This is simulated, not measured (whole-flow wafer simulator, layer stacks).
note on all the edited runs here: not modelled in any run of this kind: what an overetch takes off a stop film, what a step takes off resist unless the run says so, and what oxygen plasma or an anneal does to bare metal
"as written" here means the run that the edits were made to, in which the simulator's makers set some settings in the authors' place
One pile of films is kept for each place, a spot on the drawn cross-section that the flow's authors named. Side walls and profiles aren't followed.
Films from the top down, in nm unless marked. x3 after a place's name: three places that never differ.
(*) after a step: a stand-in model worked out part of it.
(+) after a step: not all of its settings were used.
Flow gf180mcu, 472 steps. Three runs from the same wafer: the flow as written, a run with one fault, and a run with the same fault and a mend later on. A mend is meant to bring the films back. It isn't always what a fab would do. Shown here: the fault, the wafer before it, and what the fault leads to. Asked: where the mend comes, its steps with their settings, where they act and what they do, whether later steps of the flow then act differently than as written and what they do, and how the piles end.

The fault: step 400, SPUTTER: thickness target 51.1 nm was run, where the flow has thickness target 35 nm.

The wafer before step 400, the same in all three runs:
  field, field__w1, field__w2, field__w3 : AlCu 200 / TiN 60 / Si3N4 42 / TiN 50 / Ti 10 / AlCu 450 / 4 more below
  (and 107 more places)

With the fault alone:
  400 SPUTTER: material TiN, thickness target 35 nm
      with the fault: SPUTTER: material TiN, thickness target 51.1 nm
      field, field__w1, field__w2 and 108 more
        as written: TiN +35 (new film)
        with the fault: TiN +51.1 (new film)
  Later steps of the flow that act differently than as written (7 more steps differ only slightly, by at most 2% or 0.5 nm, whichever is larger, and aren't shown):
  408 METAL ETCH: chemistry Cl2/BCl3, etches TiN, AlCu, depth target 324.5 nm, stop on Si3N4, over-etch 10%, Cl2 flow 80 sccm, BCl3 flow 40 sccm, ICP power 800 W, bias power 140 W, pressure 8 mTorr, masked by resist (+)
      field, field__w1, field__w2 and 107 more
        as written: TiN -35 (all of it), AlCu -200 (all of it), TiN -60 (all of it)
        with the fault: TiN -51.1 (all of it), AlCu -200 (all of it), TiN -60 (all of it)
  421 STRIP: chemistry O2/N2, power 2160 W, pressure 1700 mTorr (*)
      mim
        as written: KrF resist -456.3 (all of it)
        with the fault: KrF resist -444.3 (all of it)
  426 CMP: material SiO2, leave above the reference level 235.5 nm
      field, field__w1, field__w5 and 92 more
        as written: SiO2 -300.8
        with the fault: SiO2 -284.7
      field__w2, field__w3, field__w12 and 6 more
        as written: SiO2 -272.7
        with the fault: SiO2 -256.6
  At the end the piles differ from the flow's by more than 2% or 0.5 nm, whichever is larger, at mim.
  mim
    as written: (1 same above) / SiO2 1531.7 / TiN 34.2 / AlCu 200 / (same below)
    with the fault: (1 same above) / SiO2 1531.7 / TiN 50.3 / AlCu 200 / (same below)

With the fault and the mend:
  The mend comes after step 400.
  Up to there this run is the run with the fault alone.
  400a METAL ETCH: chemistry Cl2/BCl3, etches TiN, AlCu, Ti, depth target 16.1 nm, Cl2 flow 80 sccm, BCl3 flow 40 sccm, ICP power 800 W, bias power 140 W, pressure 8 mTorr (the flow's step 260 once more, with other settings)
      field, field__w1, field__w2 and 108 more
        TiN -16.1
  No later step of the flow acts differently than as written at any place that is followed.
  At the end the piles are the same as the flow's at every place that both follow.
